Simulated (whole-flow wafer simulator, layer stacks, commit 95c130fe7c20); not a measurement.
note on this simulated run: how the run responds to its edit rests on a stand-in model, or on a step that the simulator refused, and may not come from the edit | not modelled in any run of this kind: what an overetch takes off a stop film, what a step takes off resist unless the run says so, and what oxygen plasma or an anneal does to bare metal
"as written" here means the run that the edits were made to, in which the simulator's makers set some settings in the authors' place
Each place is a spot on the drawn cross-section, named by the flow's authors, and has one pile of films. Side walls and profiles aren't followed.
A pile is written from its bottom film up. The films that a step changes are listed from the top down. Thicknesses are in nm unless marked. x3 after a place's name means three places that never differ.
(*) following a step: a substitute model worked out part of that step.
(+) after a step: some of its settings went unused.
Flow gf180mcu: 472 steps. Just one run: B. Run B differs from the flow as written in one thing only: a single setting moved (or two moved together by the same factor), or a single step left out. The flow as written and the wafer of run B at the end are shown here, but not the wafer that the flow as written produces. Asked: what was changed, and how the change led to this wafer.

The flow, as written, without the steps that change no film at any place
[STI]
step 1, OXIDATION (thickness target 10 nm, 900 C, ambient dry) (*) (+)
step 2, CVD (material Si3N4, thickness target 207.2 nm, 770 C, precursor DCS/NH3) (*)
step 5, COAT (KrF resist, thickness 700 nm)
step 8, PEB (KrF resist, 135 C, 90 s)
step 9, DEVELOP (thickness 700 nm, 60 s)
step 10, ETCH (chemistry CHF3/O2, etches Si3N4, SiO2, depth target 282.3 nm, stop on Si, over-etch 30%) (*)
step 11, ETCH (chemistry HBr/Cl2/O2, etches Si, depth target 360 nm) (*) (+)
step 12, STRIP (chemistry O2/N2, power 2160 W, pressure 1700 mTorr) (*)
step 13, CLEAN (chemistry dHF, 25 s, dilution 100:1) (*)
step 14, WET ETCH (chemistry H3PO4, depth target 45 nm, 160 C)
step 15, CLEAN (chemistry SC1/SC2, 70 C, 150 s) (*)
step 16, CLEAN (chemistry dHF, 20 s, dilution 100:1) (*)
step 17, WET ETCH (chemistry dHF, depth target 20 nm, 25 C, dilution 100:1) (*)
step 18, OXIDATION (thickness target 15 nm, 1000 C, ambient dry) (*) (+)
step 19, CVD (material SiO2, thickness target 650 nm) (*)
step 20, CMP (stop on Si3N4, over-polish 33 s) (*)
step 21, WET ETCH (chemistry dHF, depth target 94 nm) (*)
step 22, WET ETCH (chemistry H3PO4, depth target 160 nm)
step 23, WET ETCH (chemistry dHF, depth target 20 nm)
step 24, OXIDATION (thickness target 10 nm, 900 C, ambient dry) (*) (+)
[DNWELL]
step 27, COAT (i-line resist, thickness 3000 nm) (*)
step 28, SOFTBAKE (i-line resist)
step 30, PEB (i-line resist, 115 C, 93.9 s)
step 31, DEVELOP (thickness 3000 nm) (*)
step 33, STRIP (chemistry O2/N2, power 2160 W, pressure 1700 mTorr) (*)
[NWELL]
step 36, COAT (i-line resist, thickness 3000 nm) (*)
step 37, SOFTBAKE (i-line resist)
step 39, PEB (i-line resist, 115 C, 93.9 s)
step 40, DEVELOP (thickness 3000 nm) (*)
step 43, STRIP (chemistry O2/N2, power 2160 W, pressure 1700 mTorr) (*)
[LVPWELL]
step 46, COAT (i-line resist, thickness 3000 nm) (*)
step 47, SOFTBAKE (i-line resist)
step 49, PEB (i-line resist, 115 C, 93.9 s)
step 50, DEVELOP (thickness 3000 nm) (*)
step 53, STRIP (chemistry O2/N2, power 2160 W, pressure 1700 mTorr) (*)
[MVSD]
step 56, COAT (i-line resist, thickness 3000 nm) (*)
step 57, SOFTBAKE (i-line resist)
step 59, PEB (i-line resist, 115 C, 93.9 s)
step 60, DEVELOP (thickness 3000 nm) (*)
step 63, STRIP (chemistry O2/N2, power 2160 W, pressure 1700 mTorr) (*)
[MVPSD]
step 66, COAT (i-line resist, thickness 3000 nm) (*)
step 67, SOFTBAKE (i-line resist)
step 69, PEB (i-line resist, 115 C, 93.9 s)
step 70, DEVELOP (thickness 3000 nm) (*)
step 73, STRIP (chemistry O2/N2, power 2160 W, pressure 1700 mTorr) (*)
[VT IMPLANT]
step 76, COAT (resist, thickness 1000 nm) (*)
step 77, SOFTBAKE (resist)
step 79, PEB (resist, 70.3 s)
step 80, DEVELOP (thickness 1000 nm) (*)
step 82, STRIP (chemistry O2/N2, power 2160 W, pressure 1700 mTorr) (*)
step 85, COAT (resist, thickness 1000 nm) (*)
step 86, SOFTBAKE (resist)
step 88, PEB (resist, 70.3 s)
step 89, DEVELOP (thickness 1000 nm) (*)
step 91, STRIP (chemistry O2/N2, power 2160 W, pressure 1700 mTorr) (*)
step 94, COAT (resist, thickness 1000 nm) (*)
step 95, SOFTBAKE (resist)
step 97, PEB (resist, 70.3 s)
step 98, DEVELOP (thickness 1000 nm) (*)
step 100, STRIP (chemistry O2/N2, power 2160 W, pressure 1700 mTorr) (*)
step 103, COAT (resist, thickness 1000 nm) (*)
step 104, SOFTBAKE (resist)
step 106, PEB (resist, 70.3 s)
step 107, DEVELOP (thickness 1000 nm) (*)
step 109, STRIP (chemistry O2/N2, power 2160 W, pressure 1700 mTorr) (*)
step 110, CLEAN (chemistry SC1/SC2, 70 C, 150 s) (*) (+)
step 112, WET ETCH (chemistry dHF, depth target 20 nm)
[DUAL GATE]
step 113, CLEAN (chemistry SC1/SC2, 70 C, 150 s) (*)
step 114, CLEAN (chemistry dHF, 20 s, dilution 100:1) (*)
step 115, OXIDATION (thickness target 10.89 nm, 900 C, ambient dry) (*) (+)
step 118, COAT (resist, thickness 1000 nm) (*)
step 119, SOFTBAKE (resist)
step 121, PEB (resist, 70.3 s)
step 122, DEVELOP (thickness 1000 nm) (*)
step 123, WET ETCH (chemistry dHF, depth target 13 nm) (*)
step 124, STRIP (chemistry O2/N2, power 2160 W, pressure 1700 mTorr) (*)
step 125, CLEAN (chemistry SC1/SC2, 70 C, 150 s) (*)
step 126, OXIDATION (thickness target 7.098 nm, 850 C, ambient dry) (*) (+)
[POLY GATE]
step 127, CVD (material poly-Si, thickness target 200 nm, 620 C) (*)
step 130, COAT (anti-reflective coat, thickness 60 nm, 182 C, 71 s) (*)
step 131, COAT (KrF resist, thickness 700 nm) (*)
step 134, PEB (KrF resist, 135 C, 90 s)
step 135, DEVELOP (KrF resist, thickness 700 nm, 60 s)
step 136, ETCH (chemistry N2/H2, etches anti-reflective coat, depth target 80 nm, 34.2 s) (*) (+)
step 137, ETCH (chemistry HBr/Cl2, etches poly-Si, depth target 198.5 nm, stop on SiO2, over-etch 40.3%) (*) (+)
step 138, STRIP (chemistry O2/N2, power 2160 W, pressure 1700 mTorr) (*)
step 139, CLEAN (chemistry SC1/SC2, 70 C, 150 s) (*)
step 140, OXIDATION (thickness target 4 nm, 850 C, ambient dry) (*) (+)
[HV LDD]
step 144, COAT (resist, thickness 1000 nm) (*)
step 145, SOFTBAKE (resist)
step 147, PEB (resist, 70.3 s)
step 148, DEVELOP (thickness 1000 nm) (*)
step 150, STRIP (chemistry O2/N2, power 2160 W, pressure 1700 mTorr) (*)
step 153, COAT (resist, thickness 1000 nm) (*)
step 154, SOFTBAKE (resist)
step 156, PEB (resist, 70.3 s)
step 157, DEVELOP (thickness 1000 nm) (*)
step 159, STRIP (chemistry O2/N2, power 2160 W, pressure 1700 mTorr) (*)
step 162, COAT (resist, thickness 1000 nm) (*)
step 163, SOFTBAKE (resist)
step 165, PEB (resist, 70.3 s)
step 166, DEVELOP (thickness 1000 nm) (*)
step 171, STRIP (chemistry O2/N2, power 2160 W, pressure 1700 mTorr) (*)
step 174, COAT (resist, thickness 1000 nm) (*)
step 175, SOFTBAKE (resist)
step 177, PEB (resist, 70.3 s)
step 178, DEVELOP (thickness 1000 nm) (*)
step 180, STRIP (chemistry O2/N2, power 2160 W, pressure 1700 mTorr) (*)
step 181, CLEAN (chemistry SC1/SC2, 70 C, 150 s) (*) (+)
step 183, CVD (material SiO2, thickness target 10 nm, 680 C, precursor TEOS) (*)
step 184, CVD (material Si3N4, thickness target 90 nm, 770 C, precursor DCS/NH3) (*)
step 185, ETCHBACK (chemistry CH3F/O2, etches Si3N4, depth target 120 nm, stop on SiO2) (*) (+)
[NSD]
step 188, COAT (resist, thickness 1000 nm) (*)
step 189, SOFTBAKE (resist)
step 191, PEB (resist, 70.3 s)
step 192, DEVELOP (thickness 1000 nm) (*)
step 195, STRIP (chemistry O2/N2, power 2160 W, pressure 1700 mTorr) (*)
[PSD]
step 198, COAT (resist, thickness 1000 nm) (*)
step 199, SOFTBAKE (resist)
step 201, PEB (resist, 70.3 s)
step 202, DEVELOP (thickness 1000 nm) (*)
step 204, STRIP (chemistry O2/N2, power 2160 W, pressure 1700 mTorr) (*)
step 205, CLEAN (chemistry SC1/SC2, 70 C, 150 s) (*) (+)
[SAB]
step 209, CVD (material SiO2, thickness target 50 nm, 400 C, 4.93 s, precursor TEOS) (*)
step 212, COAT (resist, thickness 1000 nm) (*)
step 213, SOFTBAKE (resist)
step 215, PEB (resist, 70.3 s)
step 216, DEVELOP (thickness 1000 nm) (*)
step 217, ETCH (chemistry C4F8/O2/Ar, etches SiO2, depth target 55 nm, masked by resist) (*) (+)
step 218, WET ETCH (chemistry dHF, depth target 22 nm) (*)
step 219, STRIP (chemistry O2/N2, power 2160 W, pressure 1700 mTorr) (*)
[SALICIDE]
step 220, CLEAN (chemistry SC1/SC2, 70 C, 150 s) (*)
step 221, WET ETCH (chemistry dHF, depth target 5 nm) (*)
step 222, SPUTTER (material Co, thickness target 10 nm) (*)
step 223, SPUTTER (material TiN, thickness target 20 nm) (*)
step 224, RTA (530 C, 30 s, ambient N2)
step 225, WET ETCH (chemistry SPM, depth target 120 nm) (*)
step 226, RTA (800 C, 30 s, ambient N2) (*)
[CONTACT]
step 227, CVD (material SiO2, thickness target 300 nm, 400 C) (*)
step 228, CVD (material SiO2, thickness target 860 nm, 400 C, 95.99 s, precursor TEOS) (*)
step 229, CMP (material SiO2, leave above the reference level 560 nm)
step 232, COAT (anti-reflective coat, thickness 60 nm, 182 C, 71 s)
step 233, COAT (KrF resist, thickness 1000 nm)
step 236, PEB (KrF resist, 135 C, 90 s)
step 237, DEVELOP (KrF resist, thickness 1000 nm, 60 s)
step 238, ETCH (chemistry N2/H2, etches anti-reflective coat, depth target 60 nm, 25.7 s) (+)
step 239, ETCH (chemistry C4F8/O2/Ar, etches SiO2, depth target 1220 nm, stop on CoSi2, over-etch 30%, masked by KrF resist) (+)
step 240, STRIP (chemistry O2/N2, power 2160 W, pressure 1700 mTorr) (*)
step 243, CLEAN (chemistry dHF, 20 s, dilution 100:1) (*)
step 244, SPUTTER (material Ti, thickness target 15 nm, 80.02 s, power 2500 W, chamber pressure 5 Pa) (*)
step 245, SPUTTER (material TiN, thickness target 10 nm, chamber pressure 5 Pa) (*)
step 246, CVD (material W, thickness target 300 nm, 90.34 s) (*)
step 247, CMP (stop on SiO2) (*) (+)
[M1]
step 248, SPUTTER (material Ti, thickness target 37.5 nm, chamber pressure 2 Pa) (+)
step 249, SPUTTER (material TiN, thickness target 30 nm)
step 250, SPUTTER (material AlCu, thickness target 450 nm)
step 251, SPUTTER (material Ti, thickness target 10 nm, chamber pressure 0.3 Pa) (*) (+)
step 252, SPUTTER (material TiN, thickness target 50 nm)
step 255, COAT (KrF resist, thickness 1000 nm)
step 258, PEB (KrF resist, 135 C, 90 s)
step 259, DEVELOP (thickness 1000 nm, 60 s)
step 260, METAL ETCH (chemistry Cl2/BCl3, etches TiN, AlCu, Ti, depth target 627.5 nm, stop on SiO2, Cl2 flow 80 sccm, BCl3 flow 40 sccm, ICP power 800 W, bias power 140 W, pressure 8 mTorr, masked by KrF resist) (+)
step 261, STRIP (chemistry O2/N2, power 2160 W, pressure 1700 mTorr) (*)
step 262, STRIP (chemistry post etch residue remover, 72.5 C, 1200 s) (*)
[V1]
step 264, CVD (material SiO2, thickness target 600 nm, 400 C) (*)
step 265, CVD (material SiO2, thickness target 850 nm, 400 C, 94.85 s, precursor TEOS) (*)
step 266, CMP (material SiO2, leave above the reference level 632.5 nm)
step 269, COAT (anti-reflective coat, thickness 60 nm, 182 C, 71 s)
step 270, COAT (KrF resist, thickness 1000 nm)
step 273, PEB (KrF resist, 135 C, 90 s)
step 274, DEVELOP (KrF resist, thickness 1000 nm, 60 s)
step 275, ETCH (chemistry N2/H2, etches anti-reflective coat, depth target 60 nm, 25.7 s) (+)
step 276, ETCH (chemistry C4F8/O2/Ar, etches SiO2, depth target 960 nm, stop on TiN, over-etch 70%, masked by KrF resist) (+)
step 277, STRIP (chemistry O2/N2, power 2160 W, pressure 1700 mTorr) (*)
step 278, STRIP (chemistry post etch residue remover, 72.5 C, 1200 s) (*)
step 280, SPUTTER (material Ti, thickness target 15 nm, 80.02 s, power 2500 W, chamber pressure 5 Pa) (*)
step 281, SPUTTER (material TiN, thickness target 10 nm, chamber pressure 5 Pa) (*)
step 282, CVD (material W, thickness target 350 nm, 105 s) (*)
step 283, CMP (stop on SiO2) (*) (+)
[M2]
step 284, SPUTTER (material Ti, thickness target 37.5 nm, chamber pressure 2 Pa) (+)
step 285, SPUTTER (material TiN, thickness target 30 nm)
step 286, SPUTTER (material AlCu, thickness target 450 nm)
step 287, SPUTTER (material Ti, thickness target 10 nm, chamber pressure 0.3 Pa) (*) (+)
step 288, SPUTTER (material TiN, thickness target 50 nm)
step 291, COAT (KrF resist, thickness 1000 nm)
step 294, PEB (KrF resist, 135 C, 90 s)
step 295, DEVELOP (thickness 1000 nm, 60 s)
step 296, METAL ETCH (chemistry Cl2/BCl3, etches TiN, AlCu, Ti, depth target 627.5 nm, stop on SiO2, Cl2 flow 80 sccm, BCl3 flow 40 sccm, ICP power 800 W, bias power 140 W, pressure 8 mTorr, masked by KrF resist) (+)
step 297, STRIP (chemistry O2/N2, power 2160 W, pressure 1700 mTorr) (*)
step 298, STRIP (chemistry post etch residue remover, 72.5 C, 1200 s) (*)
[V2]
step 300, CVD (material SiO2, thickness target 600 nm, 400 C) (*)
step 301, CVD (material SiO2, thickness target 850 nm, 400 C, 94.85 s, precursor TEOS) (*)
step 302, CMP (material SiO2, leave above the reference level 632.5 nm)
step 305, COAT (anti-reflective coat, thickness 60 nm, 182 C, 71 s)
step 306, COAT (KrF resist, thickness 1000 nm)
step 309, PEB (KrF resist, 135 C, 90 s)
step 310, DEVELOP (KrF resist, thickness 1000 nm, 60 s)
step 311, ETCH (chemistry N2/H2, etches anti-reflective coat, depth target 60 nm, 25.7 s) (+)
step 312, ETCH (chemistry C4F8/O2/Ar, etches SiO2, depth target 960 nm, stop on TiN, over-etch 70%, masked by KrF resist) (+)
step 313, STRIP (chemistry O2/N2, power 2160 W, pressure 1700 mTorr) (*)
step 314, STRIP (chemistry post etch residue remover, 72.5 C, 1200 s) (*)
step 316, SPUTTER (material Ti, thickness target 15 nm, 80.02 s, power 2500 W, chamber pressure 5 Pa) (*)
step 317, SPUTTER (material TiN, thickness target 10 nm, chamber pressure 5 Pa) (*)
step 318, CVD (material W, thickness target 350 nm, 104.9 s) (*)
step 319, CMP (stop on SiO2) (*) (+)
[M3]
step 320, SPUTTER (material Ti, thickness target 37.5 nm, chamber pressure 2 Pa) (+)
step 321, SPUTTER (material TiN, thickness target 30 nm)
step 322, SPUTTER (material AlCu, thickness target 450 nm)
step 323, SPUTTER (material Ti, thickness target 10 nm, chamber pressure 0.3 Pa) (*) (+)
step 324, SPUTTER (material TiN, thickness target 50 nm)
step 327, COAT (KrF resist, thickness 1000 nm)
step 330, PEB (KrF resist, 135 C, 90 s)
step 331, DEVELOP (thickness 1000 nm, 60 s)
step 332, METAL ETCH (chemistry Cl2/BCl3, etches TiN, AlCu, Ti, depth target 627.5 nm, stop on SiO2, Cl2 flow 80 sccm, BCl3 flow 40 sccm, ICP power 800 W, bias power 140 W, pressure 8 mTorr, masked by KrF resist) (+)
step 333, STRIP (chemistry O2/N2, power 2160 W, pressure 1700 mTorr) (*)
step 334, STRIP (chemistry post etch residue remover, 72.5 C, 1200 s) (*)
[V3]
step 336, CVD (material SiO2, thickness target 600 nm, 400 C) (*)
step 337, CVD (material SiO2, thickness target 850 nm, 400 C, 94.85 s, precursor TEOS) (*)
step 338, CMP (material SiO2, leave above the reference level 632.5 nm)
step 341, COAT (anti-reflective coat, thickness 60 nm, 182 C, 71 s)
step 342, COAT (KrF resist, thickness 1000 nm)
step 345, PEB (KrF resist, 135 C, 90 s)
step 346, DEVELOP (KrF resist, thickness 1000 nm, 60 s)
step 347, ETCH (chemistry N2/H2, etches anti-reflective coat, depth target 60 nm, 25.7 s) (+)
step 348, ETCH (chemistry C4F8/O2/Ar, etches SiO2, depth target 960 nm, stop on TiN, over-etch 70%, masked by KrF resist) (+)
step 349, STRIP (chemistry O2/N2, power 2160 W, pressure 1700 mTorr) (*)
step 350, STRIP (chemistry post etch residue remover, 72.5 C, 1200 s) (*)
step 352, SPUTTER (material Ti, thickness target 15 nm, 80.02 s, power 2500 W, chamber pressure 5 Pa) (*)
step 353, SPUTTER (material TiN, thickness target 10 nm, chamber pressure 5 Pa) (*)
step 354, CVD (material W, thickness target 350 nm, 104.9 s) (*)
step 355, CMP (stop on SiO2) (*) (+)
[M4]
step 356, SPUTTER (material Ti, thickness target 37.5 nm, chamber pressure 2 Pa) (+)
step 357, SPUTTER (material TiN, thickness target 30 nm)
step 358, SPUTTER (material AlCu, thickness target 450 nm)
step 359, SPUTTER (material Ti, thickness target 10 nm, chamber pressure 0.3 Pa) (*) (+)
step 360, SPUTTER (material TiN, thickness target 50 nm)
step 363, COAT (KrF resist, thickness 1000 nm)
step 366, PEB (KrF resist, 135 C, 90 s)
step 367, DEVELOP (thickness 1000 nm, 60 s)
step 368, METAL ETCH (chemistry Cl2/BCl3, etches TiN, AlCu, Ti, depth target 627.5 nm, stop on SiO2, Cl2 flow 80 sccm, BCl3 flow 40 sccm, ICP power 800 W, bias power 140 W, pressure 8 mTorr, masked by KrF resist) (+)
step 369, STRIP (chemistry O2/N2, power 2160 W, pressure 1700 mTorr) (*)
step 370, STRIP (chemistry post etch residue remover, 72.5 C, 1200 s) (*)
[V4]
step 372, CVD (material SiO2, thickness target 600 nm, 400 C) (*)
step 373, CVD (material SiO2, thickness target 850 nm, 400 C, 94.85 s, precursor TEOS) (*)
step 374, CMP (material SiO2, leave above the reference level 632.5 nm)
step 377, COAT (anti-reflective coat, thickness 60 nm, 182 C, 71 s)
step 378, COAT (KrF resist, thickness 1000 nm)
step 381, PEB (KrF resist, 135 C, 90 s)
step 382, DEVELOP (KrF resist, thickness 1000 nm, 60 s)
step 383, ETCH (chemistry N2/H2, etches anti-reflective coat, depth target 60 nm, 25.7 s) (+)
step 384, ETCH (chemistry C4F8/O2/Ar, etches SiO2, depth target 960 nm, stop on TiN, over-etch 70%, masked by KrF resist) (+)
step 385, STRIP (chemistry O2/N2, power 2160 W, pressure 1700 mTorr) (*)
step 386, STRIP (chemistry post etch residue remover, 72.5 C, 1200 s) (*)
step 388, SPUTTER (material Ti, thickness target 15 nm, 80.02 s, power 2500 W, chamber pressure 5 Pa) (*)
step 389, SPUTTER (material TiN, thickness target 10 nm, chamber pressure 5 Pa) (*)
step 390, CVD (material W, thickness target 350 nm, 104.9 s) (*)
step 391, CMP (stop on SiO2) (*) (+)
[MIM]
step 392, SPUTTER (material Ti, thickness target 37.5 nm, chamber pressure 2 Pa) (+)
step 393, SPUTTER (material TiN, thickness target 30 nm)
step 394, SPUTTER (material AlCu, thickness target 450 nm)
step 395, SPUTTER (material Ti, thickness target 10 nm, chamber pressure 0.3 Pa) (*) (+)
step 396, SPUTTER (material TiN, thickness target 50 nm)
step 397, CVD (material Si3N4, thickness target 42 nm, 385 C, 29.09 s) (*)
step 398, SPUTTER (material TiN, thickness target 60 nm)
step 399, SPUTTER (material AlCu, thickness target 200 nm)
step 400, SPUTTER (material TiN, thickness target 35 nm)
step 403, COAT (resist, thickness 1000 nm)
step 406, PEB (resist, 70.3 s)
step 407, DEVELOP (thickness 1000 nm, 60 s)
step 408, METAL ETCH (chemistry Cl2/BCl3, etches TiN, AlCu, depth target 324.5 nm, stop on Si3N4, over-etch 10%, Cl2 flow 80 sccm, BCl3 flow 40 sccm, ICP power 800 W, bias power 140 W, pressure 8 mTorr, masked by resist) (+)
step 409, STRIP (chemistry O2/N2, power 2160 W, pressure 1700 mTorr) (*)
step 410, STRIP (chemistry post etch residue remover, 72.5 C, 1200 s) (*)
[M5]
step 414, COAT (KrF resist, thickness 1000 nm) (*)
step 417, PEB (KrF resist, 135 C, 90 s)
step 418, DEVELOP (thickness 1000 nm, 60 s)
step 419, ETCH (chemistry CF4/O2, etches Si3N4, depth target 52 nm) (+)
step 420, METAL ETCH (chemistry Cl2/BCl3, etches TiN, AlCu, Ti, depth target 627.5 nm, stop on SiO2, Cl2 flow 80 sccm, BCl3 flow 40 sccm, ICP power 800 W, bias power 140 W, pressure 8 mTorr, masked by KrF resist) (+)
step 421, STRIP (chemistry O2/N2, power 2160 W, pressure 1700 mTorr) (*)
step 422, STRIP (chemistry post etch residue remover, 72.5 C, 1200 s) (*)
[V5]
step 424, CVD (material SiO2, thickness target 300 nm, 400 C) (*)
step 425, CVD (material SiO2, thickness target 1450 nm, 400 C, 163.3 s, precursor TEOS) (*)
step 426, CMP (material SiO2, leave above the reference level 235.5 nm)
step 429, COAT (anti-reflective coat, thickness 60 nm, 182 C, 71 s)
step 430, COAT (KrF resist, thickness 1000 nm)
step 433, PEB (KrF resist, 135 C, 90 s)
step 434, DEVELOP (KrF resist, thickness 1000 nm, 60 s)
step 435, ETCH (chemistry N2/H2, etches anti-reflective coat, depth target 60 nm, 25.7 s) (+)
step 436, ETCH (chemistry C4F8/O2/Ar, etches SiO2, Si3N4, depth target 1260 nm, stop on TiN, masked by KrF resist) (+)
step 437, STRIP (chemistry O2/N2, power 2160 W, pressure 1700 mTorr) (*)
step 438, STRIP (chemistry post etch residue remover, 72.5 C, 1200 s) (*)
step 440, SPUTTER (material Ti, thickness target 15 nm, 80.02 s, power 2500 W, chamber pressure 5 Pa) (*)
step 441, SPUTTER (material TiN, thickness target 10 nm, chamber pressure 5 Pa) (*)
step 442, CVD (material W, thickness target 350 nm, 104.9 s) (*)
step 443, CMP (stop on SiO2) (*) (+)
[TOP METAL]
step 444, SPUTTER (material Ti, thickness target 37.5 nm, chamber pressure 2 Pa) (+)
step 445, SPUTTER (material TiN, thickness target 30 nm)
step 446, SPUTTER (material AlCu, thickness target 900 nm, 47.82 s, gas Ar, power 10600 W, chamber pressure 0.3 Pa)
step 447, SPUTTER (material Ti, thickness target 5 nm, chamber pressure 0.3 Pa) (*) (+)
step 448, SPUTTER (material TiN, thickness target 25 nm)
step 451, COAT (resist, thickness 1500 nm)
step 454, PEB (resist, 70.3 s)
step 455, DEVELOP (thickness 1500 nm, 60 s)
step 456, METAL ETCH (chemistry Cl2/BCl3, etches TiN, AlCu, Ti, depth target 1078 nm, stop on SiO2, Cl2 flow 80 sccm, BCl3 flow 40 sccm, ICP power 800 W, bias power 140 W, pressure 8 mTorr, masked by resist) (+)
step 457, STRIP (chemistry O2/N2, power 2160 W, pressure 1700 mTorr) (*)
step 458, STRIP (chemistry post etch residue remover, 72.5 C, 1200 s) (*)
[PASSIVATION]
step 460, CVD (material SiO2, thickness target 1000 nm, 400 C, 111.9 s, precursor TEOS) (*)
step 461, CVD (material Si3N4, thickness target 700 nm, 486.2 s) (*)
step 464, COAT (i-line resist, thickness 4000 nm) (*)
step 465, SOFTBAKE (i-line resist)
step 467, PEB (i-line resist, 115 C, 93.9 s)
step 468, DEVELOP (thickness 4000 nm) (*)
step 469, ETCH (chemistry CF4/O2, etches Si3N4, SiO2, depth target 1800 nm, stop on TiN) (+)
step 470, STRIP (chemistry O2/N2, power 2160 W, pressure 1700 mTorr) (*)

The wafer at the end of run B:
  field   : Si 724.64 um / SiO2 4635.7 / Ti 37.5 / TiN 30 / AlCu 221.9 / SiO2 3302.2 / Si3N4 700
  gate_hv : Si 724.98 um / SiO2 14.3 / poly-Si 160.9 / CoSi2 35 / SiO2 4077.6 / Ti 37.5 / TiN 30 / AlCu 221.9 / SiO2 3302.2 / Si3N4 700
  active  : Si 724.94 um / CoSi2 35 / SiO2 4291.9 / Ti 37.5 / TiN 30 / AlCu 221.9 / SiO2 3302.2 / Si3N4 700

What caused this: step 368, METAL ETCH: depth target 282.4 nm was run, though the flow has depth target 627.5 nm.

How this came from the change, step by step:
  step 368, METAL ETCH (chemistry Cl2/BCl3, etches TiN, AlCu, Ti, depth target 627.5 nm, stop on SiO2, Cl2 flow 80 sccm, BCl3 flow 40 sccm, ICP power 800 W, bias power 140 W, pressure 8 mTorr, masked by KrF resist) (+)
      field, field__w1, field__w2 and 103 more: -50 TiN (all of it), -10 Ti (all of it), -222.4 AlCu (as written it would have been: -50 TiN (all of it), -10 Ti (all of it), -450 AlCu (all of it), -30 TiN (all of it), -37.5 Ti (all of it))
      field__w8, contact, m1, m1__w1, m1_nw: -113 KrF resist (as written it would have been: -251 KrF resist)
  step 369, STRIP (chemistry O2/N2, power 2160 W, pressure 1700 mTorr) (*)
      field__w8, contact, m1, m1__w1, m1_nw: -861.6 KrF resist (all of it) (as written it would have been: -723.5 KrF resist (all of it))
  step 370, STRIP (chemistry post etch residue remover, 72.5 C, 1200 s) (*)
      field, field__w1, field__w2 and 103 more: -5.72 AlCu (as written it would have been: nothing)
  step 372, CVD (material SiO2, thickness target 600 nm, 400 C) (*)
      field, field__w1, field__w2 and 103 more: +600 SiO2 (new film) (as written it would have been: +600 SiO2)
  step 374, CMP (material SiO2, leave above the reference level 632.5 nm)
      field, field__w1, field__w2 and 103 more: -589.4 SiO2 (as written it would have been: -300 SiO2)
Taking metal films that touch as one body, field has 1 body; the flow as written gives 0 bodies.
Taking metal films that touch as one body, gate_hv has 2 bodies (between them, from the top down: SiO2 4077.6); the flow as written gives 1 body.
Taking metal films that touch as one body, active has 2 bodies (between them, from the top down: SiO2 4291.9); the flow as written gives 1 body.
